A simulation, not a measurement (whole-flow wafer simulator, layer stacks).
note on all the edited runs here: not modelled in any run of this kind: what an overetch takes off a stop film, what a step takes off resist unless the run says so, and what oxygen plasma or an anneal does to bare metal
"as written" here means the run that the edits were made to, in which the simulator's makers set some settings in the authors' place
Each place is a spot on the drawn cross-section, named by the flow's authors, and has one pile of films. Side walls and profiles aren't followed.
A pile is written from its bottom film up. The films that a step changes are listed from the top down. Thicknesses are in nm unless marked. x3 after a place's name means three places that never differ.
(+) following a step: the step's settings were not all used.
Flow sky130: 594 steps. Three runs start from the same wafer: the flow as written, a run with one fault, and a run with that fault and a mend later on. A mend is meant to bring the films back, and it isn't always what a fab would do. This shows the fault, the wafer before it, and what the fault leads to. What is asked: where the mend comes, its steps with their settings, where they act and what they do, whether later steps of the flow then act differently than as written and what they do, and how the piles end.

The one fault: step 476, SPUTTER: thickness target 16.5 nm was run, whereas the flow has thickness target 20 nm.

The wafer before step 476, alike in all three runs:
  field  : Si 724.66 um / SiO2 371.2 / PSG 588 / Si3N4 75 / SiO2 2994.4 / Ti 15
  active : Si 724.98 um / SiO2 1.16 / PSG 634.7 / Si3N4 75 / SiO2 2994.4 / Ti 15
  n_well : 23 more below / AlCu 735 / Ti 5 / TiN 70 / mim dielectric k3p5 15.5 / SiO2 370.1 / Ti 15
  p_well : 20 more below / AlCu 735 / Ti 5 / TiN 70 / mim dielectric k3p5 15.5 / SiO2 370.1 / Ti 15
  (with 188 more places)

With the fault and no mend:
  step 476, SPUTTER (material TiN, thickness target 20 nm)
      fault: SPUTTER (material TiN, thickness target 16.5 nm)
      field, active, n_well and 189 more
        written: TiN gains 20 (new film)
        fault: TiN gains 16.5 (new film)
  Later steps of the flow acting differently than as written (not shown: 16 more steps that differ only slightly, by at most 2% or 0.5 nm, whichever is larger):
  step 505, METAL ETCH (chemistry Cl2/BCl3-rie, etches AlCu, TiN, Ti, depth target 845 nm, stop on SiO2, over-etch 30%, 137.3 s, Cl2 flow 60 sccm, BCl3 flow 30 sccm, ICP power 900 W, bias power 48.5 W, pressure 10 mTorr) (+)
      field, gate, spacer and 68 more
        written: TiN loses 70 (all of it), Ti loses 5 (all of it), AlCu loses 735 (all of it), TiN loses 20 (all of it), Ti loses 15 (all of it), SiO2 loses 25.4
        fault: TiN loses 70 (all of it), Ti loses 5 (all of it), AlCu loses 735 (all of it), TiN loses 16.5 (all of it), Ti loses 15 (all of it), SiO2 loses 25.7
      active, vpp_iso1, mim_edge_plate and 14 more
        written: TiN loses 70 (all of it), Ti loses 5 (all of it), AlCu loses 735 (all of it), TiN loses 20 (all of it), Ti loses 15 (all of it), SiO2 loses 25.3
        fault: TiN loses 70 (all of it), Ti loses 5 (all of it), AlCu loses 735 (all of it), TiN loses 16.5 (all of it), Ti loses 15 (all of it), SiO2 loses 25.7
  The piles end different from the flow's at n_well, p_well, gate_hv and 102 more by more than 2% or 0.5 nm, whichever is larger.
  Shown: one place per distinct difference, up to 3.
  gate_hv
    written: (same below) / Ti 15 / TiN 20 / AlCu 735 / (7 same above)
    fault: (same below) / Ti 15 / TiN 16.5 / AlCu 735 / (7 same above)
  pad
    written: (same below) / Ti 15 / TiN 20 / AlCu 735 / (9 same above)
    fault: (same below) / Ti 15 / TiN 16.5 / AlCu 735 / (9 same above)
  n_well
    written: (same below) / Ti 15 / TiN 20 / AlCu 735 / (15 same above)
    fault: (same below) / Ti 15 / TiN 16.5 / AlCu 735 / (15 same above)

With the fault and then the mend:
  After step 476 comes the mend.
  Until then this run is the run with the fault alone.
  step 476a, SPUTTER (material TiN, thickness target 3.5 nm) (the flow's step 476, run once more with other settings)
      field, active, n_well and 189 more
        TiN gains 3.5
  None of the later steps of the flow acts differently than as written at any place that is followed.
  By the end, the piles equal the flow's at every place that both follow.
